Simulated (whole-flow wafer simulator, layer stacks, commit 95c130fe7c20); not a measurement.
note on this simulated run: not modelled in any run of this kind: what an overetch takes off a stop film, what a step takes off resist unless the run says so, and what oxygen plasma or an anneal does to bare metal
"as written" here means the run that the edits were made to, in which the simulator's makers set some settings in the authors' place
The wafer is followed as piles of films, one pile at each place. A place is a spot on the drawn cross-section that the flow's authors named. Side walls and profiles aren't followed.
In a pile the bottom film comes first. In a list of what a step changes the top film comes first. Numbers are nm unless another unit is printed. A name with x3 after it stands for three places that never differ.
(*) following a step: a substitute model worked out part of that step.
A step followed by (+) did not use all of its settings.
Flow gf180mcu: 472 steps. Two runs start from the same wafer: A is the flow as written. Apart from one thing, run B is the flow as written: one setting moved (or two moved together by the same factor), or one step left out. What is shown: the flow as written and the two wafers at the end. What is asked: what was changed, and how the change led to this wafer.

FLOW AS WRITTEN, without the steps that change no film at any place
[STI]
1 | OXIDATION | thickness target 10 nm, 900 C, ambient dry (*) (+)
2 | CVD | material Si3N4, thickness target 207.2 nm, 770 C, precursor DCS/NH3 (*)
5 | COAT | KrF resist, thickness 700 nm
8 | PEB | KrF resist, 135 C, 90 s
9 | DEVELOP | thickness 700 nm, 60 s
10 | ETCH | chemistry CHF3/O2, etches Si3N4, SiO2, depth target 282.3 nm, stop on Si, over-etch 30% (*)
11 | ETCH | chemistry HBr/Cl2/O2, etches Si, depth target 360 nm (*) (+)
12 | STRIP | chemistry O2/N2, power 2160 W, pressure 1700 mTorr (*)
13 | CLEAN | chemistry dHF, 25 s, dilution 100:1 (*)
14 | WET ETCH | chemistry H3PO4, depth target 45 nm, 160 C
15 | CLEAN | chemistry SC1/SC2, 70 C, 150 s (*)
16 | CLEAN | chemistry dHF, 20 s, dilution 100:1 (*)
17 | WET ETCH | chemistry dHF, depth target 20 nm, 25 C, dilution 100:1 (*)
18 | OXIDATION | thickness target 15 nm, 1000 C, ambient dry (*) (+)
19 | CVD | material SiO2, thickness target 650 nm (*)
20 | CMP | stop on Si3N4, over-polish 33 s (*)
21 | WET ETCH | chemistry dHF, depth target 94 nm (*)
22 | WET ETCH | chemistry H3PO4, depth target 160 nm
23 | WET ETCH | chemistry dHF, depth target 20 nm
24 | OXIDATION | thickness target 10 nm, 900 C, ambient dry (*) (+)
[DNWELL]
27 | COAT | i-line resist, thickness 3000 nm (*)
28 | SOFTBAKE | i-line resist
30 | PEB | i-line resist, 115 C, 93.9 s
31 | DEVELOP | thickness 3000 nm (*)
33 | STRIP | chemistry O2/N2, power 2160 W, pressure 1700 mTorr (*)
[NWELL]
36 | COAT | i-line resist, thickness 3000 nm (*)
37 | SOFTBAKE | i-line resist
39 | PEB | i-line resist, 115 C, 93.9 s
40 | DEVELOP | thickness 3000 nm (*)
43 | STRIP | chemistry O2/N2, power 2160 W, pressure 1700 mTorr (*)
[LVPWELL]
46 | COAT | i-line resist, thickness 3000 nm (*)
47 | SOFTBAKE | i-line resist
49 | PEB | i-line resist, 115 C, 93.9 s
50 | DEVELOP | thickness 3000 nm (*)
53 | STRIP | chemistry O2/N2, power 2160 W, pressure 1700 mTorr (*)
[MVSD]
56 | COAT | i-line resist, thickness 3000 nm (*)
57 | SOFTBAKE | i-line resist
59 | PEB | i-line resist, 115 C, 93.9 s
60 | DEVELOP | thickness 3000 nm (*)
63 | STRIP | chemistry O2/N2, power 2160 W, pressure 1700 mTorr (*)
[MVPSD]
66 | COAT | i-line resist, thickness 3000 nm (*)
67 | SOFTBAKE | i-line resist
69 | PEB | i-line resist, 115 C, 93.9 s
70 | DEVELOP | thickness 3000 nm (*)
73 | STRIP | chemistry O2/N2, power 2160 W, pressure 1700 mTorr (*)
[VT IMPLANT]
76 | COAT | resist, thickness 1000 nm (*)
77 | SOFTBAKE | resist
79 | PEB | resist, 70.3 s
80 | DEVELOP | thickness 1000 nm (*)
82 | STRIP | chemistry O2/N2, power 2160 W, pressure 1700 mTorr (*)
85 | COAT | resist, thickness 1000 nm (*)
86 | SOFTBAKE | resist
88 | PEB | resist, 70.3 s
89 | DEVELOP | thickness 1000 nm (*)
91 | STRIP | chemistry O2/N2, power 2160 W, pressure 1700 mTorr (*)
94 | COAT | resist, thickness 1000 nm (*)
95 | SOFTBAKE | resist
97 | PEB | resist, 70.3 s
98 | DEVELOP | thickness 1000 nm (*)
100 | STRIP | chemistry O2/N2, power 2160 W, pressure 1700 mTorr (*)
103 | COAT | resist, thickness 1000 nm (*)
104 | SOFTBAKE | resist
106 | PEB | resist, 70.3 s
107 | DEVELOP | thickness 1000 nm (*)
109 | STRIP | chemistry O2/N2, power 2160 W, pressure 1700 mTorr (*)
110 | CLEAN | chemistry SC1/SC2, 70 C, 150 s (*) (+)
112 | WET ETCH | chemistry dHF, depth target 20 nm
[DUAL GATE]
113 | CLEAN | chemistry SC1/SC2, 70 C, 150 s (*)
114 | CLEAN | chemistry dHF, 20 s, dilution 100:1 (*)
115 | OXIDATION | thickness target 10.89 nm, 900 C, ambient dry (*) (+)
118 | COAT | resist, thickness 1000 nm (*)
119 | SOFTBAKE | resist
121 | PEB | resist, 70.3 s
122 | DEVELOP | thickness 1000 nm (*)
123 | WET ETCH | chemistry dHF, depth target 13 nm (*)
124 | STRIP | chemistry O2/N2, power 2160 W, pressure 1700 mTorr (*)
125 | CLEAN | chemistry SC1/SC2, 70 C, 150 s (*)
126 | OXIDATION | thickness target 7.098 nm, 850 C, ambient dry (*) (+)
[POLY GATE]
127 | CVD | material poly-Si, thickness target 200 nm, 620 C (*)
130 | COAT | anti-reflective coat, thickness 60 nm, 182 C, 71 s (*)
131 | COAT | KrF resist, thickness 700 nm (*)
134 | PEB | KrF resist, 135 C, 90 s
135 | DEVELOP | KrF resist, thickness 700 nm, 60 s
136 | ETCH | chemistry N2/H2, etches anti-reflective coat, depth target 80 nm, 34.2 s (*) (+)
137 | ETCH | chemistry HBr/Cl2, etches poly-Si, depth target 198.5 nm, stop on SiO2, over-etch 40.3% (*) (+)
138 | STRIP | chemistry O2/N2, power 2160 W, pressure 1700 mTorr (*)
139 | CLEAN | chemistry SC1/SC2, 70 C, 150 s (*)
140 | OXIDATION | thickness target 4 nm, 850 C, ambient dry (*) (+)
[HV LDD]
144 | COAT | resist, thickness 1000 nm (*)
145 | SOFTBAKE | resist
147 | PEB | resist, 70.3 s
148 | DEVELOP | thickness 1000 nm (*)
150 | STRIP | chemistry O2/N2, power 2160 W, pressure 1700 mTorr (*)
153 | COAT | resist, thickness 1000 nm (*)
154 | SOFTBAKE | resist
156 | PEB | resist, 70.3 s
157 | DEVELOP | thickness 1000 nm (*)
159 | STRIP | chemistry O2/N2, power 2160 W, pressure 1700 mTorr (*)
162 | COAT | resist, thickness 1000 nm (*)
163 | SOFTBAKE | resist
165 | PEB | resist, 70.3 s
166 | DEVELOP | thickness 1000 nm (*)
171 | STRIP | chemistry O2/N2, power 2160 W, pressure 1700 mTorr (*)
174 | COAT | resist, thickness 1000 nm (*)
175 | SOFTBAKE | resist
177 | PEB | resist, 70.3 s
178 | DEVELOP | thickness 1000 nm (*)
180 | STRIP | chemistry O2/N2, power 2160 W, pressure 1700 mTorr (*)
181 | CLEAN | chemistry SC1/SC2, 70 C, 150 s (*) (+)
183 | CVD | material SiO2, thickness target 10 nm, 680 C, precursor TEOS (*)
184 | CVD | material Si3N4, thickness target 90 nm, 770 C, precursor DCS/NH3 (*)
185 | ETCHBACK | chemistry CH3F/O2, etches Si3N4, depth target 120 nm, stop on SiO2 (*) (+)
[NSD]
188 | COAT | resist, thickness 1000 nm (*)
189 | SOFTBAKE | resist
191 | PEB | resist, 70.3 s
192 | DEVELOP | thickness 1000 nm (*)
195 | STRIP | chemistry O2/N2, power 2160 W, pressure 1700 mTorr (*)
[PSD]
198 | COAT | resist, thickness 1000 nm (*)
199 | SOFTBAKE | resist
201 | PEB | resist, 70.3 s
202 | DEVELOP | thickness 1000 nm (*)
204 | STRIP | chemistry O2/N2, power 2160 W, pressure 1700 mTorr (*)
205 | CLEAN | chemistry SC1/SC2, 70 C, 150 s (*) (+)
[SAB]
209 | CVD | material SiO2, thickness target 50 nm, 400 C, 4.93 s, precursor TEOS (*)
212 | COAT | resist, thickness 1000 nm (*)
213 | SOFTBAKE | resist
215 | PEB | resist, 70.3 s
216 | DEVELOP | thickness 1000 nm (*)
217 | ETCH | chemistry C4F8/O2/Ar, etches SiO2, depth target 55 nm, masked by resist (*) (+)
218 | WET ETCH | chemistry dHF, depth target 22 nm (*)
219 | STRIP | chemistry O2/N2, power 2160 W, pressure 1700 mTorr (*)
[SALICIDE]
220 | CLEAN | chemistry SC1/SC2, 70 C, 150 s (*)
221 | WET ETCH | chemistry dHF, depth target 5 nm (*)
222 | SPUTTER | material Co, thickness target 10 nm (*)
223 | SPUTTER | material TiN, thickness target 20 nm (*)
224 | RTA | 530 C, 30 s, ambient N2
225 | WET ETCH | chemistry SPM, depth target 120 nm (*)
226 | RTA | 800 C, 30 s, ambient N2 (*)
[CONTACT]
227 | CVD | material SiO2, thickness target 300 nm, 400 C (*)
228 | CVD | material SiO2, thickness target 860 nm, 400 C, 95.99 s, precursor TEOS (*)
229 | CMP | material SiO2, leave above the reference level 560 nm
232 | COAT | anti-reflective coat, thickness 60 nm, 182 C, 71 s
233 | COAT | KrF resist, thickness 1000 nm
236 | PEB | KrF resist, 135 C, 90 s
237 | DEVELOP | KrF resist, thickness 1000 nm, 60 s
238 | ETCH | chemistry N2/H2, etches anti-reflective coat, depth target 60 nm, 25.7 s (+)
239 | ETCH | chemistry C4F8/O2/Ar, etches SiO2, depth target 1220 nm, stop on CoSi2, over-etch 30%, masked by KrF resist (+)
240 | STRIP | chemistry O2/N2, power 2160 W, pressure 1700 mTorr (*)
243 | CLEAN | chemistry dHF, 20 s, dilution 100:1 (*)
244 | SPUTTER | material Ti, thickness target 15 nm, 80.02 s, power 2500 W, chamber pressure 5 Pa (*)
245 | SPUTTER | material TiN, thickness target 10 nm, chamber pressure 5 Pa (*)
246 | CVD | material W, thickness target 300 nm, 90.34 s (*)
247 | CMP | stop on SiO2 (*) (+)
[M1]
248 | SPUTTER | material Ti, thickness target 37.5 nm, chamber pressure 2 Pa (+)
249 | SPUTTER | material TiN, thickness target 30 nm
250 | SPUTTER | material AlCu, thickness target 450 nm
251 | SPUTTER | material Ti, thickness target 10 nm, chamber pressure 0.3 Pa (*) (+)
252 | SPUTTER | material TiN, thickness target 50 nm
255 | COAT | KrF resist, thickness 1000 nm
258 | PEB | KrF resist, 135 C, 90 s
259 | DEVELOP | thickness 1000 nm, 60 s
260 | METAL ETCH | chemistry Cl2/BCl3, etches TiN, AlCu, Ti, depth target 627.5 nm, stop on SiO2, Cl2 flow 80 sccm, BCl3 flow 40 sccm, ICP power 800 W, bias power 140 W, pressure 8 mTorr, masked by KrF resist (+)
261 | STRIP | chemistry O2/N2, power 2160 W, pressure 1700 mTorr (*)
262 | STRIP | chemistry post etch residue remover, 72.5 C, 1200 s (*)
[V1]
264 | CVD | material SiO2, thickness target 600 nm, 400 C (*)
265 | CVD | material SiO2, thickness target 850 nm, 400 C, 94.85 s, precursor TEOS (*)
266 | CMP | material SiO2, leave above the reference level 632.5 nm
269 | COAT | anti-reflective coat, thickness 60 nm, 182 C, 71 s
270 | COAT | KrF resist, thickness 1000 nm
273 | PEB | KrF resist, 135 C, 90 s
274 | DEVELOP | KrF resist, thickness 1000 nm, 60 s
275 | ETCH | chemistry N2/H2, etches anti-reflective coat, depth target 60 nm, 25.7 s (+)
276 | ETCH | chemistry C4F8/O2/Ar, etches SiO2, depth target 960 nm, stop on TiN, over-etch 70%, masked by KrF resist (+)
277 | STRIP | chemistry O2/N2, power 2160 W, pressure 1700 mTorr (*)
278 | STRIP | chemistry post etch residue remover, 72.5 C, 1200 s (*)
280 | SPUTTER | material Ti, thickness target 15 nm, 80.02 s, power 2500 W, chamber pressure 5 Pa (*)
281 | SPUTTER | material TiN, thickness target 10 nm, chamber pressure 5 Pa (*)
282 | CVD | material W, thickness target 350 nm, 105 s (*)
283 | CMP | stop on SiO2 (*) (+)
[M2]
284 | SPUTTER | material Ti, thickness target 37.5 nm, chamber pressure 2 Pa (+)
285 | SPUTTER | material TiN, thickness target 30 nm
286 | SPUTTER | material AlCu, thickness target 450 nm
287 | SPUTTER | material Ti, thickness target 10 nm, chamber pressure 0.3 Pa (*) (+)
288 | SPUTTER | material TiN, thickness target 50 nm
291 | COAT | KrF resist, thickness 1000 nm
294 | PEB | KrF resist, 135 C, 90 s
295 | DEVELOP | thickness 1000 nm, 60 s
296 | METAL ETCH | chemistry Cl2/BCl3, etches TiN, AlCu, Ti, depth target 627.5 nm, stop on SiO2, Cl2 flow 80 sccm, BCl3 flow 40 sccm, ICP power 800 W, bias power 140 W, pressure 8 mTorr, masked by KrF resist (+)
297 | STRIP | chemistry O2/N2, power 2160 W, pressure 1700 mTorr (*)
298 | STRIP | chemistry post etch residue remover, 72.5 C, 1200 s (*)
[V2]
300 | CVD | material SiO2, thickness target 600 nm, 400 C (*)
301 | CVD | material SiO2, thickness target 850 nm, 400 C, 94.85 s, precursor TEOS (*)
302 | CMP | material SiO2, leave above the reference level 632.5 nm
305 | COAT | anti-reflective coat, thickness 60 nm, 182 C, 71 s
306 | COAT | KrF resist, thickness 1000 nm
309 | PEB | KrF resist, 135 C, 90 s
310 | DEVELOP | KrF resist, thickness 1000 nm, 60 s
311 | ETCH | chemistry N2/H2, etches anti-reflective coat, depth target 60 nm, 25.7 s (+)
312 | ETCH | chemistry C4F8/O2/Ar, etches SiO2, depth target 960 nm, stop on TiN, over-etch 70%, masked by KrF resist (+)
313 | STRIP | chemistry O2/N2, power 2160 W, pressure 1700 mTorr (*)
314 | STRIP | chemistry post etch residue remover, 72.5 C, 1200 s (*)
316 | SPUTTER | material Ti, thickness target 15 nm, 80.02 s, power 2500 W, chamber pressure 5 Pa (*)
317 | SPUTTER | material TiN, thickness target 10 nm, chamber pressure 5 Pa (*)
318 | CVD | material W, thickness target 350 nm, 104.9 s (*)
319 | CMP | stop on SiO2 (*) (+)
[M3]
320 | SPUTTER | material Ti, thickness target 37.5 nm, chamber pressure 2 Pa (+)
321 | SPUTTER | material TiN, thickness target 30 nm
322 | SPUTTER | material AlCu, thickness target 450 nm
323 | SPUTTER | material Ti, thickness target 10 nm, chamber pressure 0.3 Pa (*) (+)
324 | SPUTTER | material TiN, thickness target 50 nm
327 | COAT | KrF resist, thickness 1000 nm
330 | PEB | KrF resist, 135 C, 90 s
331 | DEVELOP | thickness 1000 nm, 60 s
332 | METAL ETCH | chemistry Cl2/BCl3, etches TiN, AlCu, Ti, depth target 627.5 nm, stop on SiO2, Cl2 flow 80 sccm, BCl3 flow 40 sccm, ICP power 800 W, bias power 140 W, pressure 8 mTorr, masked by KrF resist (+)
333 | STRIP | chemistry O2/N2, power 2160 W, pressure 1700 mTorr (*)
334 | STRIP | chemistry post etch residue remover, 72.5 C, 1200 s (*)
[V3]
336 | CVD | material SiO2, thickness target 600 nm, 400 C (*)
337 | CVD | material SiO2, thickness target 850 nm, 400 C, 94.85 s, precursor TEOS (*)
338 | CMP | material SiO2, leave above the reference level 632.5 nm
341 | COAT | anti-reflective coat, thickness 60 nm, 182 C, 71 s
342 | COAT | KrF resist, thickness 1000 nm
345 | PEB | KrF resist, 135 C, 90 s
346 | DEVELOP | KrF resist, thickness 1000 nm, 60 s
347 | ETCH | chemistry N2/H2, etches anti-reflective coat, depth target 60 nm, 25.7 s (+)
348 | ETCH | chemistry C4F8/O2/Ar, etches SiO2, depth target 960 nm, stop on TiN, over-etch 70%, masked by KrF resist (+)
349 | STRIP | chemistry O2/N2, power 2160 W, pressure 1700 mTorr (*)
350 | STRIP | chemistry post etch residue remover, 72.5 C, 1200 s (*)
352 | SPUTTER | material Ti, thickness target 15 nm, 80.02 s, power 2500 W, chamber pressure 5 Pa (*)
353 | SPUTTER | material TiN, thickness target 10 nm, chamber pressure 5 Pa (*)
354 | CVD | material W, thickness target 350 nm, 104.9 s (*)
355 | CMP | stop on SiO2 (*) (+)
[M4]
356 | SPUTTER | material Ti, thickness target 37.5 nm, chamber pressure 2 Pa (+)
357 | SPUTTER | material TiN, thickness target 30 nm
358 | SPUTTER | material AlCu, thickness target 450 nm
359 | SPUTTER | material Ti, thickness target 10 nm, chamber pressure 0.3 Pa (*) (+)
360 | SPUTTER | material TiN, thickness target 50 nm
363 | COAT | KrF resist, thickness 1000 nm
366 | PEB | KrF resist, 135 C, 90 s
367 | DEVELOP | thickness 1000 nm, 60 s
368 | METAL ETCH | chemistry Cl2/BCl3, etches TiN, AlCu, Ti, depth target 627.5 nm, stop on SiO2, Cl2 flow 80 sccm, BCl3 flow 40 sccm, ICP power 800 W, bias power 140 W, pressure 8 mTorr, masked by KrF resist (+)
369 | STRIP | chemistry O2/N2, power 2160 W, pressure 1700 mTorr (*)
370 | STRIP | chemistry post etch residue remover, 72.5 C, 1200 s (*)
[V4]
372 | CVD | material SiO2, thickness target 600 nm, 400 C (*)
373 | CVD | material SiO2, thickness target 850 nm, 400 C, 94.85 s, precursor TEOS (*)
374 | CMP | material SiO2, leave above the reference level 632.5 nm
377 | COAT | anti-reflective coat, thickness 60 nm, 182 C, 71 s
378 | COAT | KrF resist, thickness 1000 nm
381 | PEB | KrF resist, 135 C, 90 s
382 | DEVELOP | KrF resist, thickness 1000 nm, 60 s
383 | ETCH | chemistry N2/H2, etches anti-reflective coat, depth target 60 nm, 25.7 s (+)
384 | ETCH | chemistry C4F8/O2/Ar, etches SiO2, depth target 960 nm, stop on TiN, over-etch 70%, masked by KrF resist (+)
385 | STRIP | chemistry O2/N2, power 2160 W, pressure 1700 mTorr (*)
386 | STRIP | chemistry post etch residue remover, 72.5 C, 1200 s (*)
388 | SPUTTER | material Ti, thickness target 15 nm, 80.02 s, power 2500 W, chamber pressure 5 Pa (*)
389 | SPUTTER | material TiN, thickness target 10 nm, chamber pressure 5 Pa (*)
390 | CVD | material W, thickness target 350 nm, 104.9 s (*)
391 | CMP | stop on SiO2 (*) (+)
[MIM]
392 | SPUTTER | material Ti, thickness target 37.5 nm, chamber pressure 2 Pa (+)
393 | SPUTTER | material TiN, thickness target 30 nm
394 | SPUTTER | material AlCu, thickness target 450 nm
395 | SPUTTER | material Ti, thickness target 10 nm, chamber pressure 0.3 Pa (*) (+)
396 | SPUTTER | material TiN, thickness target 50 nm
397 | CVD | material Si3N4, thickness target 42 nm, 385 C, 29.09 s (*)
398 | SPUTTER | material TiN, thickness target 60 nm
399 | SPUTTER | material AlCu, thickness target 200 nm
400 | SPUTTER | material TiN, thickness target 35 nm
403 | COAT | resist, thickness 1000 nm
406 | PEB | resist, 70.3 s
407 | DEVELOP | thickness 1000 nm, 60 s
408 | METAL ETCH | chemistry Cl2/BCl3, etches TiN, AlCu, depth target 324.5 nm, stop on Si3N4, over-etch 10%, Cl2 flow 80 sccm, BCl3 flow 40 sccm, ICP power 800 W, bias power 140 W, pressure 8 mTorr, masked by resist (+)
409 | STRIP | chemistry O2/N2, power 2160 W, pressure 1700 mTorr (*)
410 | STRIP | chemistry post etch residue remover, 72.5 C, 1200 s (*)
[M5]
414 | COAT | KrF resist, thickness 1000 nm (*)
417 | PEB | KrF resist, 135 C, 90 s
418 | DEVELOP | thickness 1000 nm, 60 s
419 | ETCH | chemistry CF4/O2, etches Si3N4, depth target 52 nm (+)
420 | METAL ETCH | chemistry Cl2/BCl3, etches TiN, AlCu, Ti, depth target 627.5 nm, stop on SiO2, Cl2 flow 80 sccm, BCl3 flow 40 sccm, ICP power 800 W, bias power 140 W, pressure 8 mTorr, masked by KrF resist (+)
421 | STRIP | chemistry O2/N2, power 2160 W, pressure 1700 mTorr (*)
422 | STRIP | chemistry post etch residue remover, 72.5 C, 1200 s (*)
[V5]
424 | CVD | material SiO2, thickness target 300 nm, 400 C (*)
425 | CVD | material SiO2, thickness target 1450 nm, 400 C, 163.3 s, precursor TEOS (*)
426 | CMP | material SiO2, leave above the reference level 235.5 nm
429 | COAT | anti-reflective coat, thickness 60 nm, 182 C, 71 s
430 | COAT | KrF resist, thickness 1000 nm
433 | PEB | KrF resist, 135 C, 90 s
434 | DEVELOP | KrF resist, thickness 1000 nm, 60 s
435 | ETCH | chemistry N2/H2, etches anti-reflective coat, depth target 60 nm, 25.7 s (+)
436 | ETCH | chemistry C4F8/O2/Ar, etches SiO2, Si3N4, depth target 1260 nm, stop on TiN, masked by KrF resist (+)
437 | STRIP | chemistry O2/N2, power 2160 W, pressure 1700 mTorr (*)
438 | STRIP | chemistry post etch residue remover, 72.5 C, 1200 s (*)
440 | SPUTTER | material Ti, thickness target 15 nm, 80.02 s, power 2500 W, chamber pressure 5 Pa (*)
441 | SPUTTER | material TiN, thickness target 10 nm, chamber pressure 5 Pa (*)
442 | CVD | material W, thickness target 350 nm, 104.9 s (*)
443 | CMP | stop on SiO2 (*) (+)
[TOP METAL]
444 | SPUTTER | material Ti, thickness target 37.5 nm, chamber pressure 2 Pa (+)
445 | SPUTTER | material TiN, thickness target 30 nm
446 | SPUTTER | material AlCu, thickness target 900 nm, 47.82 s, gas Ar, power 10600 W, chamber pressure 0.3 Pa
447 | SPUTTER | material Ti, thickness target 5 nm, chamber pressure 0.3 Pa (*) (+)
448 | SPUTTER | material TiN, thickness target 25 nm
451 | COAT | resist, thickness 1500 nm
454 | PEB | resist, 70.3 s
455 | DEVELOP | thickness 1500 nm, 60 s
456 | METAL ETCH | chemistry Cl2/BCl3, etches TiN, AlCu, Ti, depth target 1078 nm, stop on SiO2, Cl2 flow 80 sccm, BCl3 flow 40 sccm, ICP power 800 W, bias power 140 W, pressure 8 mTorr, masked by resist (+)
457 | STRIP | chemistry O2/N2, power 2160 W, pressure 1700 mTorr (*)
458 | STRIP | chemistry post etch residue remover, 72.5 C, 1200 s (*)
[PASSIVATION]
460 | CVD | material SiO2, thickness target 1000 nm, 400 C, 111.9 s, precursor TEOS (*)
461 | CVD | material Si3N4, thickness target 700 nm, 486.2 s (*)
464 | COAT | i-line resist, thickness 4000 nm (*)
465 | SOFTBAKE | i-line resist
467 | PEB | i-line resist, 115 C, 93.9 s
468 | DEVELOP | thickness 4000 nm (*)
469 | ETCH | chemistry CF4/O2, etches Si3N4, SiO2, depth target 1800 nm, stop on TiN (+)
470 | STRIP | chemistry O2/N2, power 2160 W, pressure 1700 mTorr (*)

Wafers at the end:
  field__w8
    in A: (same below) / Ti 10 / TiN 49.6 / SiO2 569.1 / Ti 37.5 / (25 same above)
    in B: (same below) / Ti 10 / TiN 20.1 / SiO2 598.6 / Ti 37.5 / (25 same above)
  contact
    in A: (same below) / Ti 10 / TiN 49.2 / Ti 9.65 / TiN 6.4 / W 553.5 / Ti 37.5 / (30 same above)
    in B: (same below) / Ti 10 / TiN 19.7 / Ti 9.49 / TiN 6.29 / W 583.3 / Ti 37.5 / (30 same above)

Cause: step 288, SPUTTER: thickness target 20.5 nm was run, whereas the flow has thickness target 50 nm.

How this came from the change, step by step:
  288 | SPUTTER | material TiN, thickness target 50 nm
      field, field__w1, field__w2 and 108 more: A TiN gains 50 (new film) | B TiN gains 20.5 (new film)
  296 | METAL ETCH | chemistry Cl2/BCl3, etches TiN, AlCu, Ti, depth target 627.5 nm, stop on SiO2, Cl2 flow 80 sccm, BCl3 flow 40 sccm, ICP power 800 W, bias power 140 W, pressure 8 mTorr, masked by KrF resist (+)
      field, field__w1, field__w2 and 103 more: A TiN loses 50 (all of it), Ti loses 10 (all of it), AlCu loses 450 (all of it), TiN loses 30 (all of it), Ti loses 37.5 (all of it) | B TiN loses 20.5 (all of it), Ti loses 10 (all of it), AlCu loses 450 (all of it), TiN loses 30 (all of it), Ti loses 37.5 (all of it)
  302 | CMP | material SiO2, leave above the reference level 632.5 nm
      field__w8, contact, m1, m1__w1, m1_nw: A SiO2 loses 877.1 | B SiO2 loses 847.6
  312 | ETCH | chemistry C4F8/O2/Ar, etches SiO2, depth target 960 nm, stop on TiN, over-etch 70%, masked by KrF resist (+)
      contact: A SiO2 loses 572.5 (all of it) | B SiO2 loses 602 (all of it)
  318 | CVD | material W, thickness target 350 nm, 104.9 s (*)
      contact: A W gains 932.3 (new film) | B W gains 962.1 (new film)
